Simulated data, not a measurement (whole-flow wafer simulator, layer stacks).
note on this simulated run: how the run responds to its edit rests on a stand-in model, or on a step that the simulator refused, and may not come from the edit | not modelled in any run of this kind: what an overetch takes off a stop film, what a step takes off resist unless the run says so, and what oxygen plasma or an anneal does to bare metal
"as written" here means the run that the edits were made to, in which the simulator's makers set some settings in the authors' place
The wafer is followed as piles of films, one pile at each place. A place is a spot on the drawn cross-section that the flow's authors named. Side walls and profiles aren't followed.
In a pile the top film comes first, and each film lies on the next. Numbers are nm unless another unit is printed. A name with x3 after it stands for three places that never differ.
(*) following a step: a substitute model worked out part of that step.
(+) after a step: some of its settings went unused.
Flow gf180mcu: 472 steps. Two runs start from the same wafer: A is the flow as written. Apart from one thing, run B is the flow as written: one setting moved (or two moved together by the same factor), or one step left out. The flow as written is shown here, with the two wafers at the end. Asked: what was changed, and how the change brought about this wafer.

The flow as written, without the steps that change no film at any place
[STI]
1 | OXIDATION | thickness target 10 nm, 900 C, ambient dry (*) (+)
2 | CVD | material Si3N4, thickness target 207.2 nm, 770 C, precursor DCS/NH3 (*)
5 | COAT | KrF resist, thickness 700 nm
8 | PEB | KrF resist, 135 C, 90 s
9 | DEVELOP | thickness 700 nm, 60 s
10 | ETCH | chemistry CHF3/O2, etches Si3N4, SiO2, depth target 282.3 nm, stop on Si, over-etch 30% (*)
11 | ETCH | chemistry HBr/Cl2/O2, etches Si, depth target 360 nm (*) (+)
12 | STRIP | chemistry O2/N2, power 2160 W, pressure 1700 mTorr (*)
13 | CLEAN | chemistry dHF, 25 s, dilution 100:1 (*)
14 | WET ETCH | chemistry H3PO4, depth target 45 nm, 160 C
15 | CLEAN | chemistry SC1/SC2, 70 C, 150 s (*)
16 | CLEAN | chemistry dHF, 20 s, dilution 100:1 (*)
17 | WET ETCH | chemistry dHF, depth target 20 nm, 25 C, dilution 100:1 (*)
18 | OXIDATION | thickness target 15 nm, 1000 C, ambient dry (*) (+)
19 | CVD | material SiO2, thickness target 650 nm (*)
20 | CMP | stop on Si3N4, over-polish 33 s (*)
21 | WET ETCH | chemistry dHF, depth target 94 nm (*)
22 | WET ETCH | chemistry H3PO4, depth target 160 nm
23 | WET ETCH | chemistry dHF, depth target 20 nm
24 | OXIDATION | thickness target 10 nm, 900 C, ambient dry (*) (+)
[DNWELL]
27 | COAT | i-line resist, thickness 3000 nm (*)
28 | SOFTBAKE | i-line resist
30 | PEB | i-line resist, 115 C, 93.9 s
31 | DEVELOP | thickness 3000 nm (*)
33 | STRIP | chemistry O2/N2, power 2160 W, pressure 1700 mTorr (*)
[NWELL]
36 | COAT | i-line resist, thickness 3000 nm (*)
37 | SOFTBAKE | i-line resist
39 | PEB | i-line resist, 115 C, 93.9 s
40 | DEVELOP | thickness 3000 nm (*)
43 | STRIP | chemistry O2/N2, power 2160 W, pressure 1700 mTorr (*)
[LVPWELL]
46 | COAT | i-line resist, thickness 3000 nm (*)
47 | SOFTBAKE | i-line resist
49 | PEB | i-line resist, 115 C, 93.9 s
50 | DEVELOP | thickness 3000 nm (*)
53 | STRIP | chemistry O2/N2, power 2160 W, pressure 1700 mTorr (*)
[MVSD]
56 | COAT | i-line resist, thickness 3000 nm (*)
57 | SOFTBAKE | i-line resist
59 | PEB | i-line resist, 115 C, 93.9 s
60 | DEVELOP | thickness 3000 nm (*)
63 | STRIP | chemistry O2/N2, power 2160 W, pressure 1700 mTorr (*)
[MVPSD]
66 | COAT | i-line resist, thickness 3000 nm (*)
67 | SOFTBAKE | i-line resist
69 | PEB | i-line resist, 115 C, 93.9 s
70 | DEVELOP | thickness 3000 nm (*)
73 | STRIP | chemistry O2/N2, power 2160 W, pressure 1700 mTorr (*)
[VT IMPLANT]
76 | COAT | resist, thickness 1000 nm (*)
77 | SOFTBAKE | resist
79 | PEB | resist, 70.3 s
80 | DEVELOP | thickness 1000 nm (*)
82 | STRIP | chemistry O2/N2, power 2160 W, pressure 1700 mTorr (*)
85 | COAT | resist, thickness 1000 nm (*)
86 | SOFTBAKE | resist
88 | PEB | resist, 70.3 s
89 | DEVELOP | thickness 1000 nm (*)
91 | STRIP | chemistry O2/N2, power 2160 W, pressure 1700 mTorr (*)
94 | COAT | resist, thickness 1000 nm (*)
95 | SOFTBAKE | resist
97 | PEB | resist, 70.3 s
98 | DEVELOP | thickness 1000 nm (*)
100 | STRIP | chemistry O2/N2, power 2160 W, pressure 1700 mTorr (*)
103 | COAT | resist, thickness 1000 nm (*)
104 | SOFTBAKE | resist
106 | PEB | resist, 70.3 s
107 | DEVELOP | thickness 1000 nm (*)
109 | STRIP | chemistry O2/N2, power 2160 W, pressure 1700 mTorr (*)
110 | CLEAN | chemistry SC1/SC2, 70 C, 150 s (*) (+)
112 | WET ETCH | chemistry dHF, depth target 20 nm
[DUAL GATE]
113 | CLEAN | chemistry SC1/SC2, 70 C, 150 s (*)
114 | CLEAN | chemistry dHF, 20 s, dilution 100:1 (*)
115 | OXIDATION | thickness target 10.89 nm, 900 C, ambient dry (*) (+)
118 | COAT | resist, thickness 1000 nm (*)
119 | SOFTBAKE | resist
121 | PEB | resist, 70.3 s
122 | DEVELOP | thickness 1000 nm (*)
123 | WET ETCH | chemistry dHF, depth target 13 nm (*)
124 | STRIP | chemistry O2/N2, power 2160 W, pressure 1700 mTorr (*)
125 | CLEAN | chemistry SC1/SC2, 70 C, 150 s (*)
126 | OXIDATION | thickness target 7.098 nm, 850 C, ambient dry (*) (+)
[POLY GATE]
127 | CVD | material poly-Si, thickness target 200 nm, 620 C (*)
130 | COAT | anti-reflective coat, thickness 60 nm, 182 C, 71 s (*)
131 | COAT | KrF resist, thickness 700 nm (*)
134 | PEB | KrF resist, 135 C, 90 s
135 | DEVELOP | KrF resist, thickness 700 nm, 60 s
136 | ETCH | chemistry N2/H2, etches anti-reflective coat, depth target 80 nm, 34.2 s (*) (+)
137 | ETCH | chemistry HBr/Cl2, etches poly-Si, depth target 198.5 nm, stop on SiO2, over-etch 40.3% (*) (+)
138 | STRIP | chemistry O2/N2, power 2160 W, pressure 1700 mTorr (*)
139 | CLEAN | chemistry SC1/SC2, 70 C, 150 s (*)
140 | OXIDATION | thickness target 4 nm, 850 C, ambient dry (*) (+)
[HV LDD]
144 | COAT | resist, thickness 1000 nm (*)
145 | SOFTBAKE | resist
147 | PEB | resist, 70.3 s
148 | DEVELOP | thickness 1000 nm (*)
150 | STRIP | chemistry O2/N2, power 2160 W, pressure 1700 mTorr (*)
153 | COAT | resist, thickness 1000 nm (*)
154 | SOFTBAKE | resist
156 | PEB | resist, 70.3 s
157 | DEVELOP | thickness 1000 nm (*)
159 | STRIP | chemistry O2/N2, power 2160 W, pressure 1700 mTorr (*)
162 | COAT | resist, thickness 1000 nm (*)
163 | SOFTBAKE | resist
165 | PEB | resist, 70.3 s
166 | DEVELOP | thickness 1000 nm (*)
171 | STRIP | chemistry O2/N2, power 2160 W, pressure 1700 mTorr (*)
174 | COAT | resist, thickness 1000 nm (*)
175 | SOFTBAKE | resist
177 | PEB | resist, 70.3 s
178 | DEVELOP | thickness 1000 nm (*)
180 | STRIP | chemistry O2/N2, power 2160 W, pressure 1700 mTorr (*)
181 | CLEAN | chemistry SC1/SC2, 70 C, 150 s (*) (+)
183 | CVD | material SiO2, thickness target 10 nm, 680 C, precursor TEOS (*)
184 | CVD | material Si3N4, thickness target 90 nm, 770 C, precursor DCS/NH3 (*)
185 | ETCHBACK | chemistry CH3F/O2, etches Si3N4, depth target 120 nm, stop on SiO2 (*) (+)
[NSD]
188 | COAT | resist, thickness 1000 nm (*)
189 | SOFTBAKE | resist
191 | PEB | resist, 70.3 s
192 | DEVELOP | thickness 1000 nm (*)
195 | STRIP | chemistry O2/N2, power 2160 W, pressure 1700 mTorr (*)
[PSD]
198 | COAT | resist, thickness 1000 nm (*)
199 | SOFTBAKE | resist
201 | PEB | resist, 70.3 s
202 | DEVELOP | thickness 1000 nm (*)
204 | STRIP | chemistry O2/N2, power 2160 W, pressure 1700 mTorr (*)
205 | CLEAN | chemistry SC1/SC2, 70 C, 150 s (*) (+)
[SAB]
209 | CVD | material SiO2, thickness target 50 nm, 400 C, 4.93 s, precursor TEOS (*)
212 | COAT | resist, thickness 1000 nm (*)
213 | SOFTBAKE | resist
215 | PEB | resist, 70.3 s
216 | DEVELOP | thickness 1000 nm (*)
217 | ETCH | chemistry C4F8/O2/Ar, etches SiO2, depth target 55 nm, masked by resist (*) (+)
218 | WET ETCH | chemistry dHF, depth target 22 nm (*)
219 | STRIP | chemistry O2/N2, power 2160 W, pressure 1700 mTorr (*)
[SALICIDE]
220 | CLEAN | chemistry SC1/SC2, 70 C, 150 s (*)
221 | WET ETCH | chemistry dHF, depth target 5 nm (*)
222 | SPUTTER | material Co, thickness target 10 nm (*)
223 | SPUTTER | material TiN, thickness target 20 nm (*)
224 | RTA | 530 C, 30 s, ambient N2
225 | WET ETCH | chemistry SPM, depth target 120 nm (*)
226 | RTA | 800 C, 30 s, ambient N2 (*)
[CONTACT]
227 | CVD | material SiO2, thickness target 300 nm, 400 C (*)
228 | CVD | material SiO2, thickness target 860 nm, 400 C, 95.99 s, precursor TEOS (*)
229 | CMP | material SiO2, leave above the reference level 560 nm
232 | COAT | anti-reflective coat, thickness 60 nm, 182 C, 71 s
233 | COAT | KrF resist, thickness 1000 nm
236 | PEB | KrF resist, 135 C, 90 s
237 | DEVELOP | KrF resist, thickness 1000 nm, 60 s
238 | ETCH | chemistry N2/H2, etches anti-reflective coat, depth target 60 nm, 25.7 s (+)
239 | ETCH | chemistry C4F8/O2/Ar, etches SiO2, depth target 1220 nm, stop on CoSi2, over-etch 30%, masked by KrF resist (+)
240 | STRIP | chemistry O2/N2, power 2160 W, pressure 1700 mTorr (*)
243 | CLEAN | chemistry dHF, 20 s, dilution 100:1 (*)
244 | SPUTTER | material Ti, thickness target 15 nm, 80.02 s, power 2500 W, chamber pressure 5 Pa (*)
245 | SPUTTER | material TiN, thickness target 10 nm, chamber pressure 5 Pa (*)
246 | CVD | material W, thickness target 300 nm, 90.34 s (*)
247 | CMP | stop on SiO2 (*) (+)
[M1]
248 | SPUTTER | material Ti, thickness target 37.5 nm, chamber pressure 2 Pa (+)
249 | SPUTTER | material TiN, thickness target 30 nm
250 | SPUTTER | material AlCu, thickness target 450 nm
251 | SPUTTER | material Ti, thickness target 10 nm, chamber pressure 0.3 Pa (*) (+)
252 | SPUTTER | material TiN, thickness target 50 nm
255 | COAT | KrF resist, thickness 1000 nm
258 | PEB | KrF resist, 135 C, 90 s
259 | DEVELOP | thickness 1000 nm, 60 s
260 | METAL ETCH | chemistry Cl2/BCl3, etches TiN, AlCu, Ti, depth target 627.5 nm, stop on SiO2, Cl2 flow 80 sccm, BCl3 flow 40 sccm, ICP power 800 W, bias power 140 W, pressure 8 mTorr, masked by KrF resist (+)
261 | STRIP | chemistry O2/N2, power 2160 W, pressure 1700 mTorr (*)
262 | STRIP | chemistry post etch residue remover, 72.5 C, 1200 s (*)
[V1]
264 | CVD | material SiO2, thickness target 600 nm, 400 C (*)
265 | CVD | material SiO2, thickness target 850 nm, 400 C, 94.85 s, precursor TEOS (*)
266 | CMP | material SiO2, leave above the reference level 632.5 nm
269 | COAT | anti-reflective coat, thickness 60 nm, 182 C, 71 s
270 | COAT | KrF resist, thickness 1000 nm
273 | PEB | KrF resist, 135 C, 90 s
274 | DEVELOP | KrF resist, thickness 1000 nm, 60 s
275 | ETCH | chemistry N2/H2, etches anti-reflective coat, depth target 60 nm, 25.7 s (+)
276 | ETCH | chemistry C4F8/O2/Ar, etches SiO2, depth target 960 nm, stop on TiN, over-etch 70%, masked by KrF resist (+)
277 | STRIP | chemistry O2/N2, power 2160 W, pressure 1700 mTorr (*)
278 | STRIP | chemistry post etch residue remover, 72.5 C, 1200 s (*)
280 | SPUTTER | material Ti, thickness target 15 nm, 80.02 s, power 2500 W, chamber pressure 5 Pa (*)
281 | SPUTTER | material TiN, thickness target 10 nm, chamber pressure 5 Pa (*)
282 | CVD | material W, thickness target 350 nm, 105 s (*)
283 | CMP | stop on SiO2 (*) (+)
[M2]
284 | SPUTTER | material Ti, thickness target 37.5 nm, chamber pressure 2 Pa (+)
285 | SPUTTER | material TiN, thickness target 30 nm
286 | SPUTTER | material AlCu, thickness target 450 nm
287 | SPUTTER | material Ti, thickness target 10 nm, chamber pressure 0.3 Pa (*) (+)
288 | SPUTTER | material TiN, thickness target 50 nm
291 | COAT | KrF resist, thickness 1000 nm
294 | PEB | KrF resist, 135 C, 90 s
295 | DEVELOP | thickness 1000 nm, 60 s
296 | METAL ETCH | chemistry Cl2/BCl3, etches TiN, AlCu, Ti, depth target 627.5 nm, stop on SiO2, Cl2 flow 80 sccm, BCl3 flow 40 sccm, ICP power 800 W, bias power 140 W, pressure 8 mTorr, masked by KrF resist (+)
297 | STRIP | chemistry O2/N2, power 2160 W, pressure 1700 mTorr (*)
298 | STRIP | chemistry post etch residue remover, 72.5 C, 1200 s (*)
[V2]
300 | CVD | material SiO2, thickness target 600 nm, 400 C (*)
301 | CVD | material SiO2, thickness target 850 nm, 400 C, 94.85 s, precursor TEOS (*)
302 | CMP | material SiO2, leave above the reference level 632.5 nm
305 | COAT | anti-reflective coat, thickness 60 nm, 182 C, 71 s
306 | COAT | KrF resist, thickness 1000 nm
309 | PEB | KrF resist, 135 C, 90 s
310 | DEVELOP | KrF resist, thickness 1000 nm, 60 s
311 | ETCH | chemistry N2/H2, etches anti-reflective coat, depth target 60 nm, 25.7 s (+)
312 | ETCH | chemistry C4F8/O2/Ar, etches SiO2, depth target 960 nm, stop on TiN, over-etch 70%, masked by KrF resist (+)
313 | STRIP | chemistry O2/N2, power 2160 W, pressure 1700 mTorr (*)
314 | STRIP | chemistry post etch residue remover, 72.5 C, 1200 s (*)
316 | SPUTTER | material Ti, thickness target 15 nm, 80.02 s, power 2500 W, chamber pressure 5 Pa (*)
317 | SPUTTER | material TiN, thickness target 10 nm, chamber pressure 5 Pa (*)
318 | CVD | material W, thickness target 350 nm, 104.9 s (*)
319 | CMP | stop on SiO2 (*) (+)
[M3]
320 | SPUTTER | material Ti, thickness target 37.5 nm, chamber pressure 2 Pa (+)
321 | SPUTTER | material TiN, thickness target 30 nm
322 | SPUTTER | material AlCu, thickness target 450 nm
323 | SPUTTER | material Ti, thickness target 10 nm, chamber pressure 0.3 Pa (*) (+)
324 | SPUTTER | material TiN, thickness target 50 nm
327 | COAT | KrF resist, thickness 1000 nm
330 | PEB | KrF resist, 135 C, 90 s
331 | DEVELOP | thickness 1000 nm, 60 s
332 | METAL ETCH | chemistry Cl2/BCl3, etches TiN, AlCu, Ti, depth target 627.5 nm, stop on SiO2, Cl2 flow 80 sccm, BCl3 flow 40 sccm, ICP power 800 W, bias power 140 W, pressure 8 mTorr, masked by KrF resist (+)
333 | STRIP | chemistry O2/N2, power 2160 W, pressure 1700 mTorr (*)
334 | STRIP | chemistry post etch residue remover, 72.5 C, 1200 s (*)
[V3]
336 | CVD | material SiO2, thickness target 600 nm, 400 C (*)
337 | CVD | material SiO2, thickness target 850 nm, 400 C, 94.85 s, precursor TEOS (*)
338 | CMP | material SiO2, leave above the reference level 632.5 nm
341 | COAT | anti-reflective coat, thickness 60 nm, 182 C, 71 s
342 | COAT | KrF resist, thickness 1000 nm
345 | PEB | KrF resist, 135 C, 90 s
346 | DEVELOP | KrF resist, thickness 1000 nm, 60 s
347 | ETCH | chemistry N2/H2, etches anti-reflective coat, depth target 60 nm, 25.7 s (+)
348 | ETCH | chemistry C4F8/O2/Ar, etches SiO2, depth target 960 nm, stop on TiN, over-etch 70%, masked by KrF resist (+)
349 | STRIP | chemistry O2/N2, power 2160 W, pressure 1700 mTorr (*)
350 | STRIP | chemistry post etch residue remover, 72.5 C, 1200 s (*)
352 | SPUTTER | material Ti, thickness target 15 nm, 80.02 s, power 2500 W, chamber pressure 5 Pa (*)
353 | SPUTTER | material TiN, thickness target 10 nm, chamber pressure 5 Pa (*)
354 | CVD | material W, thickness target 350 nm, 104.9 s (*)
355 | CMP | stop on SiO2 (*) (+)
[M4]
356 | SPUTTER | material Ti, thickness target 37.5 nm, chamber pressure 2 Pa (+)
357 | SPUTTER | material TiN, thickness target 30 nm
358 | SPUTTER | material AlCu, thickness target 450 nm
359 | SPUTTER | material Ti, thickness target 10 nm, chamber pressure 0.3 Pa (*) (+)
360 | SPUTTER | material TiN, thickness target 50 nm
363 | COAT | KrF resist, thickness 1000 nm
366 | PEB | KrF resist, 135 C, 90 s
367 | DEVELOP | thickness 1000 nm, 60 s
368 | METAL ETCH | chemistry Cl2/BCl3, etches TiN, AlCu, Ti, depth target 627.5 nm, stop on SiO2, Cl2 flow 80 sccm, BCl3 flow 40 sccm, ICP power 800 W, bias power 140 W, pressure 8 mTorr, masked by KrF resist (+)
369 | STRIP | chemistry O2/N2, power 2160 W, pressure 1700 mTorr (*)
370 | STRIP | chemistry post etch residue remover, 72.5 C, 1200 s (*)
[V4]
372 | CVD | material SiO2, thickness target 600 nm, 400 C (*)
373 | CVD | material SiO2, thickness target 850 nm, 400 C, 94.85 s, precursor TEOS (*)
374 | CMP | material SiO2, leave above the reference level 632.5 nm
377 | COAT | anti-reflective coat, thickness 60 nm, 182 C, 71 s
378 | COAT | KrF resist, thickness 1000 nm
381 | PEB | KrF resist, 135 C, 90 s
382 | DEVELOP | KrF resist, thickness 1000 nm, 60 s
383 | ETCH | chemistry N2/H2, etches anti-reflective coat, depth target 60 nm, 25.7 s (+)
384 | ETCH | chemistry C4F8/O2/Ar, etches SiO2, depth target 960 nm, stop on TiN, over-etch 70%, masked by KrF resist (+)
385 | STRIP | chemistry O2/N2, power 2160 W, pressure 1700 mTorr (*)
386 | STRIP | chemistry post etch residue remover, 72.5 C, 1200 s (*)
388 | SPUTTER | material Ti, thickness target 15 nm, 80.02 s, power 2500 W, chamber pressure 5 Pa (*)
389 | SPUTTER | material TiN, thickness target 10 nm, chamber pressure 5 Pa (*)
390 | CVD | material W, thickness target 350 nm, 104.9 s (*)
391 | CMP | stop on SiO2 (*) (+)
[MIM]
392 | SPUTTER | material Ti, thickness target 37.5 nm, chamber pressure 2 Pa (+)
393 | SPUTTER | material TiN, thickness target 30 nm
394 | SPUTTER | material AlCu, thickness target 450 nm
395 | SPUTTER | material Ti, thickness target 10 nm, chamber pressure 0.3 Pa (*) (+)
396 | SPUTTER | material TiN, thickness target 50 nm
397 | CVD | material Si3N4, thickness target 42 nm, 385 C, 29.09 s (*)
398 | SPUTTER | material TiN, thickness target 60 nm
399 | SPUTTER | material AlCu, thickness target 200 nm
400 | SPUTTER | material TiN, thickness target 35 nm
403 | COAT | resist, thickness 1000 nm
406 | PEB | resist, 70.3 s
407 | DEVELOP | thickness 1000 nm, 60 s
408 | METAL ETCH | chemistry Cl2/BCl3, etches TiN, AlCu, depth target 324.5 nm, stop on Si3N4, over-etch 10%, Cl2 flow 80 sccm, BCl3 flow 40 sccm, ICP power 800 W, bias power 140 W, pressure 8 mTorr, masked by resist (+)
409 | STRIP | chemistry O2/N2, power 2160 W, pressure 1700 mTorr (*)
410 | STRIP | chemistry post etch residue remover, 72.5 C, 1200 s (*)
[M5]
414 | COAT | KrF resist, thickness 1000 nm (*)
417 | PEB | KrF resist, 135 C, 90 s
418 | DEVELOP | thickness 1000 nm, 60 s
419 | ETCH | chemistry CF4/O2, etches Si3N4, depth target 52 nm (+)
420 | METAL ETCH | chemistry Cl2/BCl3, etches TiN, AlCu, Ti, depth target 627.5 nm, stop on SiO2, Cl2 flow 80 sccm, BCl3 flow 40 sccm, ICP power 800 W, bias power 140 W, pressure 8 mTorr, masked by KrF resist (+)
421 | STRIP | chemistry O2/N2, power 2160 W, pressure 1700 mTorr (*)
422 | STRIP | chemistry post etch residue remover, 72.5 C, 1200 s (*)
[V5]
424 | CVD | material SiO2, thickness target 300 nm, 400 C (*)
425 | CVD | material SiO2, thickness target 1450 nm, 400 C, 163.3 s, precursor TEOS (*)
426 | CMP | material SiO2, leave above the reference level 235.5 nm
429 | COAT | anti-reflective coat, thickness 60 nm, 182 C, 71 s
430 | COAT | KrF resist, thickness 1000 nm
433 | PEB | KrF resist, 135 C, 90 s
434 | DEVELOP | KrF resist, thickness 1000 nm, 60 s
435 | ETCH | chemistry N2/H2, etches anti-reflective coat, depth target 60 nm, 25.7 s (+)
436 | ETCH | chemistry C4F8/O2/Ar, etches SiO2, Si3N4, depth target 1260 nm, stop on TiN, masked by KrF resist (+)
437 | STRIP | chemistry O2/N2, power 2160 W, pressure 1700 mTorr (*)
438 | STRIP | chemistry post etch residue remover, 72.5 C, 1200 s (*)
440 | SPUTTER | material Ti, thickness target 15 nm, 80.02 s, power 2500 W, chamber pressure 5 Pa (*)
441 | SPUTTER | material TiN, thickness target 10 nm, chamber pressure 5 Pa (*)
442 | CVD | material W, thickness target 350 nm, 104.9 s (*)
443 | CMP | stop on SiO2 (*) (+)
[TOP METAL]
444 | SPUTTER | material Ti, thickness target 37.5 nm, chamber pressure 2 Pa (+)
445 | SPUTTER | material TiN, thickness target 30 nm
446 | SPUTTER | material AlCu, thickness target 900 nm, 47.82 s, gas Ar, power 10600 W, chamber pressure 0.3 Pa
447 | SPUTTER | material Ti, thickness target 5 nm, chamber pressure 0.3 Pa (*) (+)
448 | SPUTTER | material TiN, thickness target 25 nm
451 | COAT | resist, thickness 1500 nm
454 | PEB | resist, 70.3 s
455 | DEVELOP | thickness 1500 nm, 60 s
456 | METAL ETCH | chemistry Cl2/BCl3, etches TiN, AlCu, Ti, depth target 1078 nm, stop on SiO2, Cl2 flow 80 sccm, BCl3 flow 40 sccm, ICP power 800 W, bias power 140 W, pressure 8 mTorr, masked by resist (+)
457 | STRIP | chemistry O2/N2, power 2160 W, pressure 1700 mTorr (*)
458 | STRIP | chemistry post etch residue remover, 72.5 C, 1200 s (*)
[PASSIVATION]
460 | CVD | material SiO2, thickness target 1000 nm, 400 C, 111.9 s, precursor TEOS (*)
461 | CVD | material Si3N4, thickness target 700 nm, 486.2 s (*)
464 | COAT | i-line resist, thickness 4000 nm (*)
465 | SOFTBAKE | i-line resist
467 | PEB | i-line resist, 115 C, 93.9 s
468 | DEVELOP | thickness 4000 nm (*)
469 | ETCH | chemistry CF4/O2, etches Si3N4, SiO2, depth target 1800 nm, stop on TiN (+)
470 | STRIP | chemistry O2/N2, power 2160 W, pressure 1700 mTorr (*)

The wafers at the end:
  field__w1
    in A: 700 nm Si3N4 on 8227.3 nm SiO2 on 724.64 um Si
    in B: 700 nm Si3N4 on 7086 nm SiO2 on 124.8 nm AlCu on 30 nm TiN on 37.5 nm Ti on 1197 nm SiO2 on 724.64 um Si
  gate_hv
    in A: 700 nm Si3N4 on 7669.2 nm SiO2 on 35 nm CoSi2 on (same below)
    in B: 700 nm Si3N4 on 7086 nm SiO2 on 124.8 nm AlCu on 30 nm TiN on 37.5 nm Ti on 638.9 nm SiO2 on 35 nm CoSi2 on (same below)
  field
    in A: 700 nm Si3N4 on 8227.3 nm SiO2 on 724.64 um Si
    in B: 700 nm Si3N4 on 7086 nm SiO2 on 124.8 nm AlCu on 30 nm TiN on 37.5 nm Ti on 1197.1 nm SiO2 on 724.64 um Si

The reason: step 250, SPUTTER: thickness target 698 nm was run, whereas the flow has thickness target 450 nm.

The path from the change to this, step by step:
  250 | SPUTTER | material AlCu, thickness target 450 nm
      field, field__w1, field__w2 and 108 more: A +450 AlCu (new film) | B +698 AlCu (new film)
  260 | METAL ETCH | chemistry Cl2/BCl3, etches TiN, AlCu, Ti, depth target 627.5 nm, stop on SiO2, Cl2 flow 80 sccm, BCl3 flow 40 sccm, ICP power 800 W, bias power 140 W, pressure 8 mTorr, masked by KrF resist (+)
      field, field__w1, field__w2 and 99 more: A -50 TiN (all of it), -10 Ti (all of it), -450 AlCu (all of it), -30 TiN (all of it), -37.5 Ti (all of it) | B -50 TiN (all of it), -10 Ti (all of it), -567.5 AlCu
  262 | STRIP | chemistry post etch residue remover, 72.5 C, 1200 s (*)
      field, field__w1, field__w2 and 99 more: A nothing | B -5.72 AlCu
  264 | CVD | material SiO2, thickness target 600 nm, 400 C (*)
      field, field__w1, field__w2 and 99 more: A +600 SiO2 | B +600 SiO2 (new film)
  266 | CMP | material SiO2, leave above the reference level 632.5 nm
      field, field__w1, field__w2 and 99 more: A -300 SiO2 | B -244.3 SiO2
With metal films that touch counted as one body, field__w1 has 1 body; the flow as written gives 0 bodies.
With metal films that touch counted as one body, gate_hv has 2 bodies (between them, from the top down: SiO2 638.9); the flow as written gives 1 body.
With metal films that touch counted as one body, field has 1 body; the flow as written gives 0 bodies.
